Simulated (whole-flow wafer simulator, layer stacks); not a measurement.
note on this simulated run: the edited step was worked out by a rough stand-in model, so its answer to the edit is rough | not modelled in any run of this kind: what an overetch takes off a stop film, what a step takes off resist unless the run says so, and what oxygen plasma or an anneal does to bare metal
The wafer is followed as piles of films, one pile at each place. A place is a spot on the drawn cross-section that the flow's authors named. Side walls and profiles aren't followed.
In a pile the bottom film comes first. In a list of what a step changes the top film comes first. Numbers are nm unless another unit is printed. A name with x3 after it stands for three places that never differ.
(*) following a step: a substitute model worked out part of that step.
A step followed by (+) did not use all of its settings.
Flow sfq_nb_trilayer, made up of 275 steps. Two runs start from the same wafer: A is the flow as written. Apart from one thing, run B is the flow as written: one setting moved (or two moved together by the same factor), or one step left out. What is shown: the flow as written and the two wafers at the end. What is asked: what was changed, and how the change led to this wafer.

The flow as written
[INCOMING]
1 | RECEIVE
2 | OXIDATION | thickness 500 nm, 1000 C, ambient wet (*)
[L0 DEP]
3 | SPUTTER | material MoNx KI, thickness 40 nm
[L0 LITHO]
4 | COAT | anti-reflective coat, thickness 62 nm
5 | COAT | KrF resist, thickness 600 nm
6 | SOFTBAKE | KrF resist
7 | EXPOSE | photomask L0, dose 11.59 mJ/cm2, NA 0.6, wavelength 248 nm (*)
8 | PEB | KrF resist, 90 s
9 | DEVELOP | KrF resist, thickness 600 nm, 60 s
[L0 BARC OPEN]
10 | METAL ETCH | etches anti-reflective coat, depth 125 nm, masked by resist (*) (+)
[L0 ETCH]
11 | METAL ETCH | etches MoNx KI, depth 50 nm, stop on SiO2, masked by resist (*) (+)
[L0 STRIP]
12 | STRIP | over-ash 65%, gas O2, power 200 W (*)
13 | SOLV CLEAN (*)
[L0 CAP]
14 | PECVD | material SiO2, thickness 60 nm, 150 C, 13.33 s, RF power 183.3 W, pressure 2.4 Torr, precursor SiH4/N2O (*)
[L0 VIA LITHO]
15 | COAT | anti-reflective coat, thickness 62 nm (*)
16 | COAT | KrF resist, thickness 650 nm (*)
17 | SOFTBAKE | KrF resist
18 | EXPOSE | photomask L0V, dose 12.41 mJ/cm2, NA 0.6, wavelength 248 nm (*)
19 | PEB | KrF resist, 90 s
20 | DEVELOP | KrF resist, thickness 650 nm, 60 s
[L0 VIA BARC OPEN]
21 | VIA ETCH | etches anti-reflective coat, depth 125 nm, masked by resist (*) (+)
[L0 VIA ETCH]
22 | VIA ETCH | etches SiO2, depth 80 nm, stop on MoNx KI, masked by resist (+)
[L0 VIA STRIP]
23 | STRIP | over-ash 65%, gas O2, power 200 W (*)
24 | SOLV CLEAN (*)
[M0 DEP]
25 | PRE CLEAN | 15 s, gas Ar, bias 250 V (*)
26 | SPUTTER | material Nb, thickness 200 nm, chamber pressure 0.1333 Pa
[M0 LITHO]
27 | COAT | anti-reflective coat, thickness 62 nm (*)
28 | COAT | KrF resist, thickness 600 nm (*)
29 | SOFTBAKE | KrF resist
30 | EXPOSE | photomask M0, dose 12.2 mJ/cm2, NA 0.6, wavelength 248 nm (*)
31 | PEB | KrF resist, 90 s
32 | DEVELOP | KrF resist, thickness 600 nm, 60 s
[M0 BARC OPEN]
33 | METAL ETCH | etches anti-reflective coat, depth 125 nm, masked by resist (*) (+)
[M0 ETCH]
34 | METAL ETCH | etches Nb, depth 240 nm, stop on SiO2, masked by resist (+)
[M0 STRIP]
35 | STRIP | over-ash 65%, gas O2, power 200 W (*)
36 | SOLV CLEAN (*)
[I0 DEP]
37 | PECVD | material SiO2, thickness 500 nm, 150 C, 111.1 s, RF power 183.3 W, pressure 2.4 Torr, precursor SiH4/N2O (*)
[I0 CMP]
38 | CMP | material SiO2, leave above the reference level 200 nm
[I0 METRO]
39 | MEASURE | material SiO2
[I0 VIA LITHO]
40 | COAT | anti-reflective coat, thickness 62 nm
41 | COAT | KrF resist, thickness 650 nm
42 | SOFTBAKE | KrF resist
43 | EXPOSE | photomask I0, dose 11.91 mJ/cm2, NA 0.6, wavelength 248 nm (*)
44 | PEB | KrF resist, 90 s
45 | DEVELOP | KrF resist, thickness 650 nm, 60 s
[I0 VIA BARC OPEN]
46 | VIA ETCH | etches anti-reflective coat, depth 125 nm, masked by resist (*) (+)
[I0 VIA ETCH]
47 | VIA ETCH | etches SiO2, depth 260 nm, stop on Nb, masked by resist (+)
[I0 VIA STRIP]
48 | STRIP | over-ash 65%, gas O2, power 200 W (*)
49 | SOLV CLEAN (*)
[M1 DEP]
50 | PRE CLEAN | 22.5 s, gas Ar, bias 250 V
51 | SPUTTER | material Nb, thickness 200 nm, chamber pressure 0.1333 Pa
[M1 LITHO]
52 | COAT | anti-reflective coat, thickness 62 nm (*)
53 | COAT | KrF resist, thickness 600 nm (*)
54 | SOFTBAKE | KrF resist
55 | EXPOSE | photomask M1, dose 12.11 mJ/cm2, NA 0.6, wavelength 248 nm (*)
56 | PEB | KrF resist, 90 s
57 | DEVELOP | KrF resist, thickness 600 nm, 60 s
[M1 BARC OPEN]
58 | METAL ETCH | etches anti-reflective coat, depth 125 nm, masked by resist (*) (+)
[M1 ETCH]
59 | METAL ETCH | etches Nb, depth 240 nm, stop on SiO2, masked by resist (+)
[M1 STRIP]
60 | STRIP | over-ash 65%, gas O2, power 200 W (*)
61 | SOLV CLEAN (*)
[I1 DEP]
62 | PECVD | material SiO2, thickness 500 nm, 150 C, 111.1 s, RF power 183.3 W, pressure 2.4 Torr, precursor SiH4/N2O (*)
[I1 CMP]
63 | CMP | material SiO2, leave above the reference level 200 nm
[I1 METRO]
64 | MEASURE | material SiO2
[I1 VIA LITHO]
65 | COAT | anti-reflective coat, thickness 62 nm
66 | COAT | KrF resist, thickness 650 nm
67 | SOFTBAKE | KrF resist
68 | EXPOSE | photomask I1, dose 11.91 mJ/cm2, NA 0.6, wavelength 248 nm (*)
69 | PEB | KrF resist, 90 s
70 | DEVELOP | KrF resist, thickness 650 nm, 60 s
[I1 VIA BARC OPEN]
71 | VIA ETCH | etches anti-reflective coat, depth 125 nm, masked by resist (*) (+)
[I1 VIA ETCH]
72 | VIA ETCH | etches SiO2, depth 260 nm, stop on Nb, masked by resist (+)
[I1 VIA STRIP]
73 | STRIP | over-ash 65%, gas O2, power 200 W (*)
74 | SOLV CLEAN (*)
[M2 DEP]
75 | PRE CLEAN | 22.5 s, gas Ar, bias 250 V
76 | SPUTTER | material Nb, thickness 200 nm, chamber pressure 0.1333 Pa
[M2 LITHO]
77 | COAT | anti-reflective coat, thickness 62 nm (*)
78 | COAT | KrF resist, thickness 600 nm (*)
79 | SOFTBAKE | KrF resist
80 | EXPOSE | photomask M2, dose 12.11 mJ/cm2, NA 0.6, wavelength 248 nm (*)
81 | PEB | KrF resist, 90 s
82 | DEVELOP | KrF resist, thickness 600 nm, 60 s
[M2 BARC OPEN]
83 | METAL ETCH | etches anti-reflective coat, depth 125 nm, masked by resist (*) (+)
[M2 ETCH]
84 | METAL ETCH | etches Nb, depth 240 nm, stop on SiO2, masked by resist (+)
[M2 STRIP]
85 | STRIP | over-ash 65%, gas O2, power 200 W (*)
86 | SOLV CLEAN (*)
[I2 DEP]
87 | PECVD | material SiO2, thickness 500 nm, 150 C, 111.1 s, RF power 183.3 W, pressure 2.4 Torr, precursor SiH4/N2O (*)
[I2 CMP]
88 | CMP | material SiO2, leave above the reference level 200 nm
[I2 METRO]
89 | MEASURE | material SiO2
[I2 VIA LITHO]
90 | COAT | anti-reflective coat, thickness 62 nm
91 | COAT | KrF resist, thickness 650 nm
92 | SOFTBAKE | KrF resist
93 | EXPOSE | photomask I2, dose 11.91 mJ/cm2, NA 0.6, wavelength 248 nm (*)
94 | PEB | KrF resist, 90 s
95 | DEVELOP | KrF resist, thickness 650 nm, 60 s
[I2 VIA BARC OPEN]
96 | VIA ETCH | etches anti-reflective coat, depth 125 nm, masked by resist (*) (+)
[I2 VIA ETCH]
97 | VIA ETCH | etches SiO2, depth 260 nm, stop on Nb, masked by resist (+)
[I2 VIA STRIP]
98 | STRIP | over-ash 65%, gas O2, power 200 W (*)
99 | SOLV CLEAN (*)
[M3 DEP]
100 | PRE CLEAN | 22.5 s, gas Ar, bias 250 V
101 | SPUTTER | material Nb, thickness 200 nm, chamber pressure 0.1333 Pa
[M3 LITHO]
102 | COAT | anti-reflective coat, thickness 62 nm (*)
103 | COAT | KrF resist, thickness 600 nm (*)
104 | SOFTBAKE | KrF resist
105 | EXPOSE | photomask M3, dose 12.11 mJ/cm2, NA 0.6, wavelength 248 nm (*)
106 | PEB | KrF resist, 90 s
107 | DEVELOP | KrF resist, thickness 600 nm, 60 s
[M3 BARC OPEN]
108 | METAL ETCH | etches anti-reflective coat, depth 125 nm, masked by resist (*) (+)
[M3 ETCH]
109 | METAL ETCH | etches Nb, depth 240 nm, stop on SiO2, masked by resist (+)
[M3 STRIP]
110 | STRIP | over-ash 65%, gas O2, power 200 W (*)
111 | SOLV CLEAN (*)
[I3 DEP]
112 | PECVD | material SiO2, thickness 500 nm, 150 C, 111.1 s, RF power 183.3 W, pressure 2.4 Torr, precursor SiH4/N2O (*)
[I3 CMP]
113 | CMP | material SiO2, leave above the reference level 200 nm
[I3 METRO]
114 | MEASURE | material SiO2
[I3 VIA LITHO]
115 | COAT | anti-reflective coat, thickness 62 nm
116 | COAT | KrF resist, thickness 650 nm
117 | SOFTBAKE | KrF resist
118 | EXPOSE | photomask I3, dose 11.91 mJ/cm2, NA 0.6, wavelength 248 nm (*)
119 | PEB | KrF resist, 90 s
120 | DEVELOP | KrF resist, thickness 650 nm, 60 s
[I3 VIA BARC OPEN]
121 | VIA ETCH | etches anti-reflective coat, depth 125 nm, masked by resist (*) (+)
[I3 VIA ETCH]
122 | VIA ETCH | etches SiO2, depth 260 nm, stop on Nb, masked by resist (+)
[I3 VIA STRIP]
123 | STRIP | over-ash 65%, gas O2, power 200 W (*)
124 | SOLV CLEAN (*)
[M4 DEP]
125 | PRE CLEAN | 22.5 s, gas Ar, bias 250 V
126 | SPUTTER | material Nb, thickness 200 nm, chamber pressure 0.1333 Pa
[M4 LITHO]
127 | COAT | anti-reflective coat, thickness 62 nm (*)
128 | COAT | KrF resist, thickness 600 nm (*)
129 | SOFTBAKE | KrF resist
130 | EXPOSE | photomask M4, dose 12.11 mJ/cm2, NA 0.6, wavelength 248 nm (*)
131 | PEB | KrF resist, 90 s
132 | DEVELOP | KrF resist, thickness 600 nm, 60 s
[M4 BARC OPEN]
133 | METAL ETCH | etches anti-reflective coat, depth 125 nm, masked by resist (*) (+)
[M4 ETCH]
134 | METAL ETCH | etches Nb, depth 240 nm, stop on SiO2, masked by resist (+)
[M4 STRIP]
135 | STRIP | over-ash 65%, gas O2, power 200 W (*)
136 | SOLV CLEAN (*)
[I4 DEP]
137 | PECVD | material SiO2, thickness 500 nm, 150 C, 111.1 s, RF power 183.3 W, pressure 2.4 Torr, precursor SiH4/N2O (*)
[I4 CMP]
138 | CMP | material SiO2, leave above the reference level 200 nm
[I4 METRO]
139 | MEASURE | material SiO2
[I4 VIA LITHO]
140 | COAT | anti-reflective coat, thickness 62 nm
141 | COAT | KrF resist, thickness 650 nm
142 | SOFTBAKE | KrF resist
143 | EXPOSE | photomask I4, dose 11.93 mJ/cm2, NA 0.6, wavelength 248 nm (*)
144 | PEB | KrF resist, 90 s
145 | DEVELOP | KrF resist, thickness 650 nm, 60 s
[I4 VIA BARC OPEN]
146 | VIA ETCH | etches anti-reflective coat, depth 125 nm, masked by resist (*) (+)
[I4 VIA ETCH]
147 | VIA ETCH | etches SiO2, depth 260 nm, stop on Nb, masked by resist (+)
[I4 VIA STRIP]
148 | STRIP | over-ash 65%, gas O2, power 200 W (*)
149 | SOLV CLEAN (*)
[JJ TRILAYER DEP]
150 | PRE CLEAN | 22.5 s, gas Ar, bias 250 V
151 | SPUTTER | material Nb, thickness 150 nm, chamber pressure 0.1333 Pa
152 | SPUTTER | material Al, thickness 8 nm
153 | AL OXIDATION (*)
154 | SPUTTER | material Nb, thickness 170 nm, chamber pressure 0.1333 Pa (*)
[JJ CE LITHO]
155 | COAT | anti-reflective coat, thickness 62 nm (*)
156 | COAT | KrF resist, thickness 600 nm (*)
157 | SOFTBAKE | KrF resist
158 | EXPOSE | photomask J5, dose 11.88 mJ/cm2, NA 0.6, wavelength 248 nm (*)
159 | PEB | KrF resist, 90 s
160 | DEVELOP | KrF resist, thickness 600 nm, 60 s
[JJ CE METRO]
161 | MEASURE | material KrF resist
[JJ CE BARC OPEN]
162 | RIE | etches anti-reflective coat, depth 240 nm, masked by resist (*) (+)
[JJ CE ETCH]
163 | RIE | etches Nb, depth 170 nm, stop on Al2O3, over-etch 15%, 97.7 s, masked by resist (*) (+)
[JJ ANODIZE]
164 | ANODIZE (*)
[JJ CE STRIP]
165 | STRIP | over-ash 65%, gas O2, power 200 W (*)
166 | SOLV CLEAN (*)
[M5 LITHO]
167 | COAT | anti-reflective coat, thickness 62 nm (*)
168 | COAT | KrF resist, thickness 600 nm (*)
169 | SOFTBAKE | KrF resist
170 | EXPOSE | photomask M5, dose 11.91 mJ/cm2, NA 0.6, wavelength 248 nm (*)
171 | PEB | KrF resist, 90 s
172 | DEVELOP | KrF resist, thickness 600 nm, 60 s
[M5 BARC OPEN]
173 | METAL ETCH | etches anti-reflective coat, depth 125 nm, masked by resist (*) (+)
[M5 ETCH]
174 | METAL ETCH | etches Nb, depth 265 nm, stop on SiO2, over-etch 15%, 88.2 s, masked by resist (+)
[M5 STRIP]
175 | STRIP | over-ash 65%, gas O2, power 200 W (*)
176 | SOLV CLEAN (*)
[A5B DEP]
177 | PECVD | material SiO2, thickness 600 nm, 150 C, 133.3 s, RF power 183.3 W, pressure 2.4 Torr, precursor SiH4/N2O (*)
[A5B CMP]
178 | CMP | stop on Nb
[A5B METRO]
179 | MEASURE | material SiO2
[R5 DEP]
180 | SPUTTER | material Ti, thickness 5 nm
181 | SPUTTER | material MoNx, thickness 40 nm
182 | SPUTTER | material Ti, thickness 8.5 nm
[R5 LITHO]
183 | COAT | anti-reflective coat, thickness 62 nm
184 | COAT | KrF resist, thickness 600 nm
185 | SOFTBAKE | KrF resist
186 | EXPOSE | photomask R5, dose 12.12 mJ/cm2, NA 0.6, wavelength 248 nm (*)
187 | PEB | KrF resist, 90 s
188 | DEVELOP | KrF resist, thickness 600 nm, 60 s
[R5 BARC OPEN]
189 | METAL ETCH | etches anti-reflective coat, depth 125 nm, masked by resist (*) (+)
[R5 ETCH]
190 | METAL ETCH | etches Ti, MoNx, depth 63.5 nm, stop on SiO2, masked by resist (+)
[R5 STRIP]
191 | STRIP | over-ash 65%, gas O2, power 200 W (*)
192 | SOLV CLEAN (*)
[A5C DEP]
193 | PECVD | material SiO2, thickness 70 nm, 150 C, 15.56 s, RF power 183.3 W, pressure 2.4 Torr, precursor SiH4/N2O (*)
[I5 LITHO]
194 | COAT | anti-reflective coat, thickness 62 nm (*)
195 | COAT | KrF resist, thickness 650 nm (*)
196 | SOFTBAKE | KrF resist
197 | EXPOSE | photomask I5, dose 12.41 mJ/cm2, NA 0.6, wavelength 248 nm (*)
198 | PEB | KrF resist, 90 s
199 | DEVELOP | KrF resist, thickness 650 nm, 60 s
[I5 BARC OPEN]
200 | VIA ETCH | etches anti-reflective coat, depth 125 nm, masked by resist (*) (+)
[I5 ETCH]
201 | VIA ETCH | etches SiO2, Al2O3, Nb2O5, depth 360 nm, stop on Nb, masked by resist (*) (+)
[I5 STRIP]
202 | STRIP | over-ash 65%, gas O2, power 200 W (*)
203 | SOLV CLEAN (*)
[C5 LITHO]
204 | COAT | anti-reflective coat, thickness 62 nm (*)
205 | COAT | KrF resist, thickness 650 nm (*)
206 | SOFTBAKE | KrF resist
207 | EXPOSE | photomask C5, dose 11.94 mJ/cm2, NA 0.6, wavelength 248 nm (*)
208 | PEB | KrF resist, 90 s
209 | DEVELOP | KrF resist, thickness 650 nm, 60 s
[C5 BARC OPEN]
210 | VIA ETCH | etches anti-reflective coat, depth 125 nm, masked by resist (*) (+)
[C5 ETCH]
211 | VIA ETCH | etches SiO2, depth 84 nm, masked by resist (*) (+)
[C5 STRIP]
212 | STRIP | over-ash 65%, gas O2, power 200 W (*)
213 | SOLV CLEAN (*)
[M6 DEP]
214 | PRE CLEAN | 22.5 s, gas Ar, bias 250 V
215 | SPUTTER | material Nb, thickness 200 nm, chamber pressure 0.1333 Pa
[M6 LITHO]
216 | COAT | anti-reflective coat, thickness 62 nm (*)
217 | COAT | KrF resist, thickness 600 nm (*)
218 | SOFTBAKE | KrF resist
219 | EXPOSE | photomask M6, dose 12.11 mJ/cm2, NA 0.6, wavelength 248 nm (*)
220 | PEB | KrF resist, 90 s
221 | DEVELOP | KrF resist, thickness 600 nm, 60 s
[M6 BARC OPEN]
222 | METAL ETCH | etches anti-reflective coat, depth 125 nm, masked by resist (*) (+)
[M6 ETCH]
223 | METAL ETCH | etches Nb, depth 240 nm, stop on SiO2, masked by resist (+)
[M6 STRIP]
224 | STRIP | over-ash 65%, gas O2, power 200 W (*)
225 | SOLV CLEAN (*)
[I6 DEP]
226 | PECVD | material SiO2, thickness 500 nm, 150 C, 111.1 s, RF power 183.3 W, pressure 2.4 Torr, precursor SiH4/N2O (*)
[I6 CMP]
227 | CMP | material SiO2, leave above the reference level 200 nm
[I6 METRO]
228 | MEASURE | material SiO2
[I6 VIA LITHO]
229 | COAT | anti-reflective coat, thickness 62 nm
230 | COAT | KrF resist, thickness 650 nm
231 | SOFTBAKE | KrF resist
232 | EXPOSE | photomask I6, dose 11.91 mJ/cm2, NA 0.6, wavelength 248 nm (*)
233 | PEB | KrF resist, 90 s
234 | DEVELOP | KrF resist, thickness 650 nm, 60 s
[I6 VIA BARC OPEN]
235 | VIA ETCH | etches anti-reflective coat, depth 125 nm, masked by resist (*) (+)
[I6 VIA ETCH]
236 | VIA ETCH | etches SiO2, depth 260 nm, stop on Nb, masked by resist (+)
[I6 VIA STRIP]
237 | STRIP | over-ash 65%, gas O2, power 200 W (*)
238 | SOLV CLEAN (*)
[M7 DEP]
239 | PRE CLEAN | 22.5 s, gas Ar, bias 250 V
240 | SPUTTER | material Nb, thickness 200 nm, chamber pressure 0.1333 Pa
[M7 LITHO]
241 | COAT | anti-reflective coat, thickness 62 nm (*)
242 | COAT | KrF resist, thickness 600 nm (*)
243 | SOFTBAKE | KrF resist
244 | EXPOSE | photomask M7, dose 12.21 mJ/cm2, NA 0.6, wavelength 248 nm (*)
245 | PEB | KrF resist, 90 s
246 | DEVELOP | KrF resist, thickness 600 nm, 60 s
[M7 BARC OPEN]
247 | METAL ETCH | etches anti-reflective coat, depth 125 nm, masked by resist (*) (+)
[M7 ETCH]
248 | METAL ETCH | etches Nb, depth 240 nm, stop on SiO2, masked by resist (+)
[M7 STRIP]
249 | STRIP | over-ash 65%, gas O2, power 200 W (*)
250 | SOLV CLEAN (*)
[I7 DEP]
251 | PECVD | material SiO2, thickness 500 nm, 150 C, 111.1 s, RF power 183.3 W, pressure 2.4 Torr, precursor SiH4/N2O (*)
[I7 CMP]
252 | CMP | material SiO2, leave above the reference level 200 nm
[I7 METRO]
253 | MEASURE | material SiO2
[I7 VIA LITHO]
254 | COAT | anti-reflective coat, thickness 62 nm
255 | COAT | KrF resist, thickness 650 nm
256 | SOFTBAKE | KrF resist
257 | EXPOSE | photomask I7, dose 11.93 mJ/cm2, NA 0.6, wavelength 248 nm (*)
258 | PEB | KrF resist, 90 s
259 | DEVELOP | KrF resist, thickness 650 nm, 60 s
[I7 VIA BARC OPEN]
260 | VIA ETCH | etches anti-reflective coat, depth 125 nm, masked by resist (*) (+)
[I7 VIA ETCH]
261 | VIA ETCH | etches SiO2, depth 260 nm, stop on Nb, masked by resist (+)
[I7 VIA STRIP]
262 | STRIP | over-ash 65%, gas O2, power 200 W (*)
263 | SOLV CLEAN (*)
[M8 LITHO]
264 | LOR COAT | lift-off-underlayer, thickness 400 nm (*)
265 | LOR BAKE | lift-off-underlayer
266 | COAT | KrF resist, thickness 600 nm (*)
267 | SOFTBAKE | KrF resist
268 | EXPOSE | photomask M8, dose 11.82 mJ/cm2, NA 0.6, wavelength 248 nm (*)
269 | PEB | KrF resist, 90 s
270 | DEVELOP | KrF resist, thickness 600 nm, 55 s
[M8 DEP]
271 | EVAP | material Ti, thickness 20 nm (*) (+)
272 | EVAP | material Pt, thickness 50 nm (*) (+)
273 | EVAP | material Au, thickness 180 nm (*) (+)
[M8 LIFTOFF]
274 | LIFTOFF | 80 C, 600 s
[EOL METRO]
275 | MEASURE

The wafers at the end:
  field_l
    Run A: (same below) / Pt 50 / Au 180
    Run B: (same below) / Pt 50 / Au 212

What caused this: step 273, EVAP: thickness 212 nm was run, while the flow as written has thickness 180 nm.
The wafer itself shows it: field_l has Au 212, and step 273 as written asks for 180 nm.

Step by step, how the change led to this:
  273 | EVAP | material Au, thickness 180 nm (*) (+)
      field_l, v_sur, via_wl and 103 more: A +180 Au (new film) | B +212 Au (new film)
  274 | LIFTOFF | 80 C, 600 s
      p4_fl, p4_fm, p4_w1 and 71 more: A -180 Au (all of it), -50 Pt (all of it), -20 Ti (all of it), -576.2 KrF resist (all of it), -400 lift-off-underlayer (all of it) | B -212 Au (all of it), -50 Pt (all of it), -20 Ti (all of it), -576.2 KrF resist (all of it), -400 lift-off-underlayer (all of it)
      c5j, ce_r: A -180 Au (all of it), -50 Pt (all of it), -20 Ti (all of it), -573.3 KrF resist (all of it), -399.3 lift-off-underlayer (all of it) | B -212 Au (all of it), -50 Pt (all of it), -20 Ti (all of it), -573.3 KrF resist (all of it), -399.3 lift-off-underlayer (all of it)
      (and at 19 other places as well)
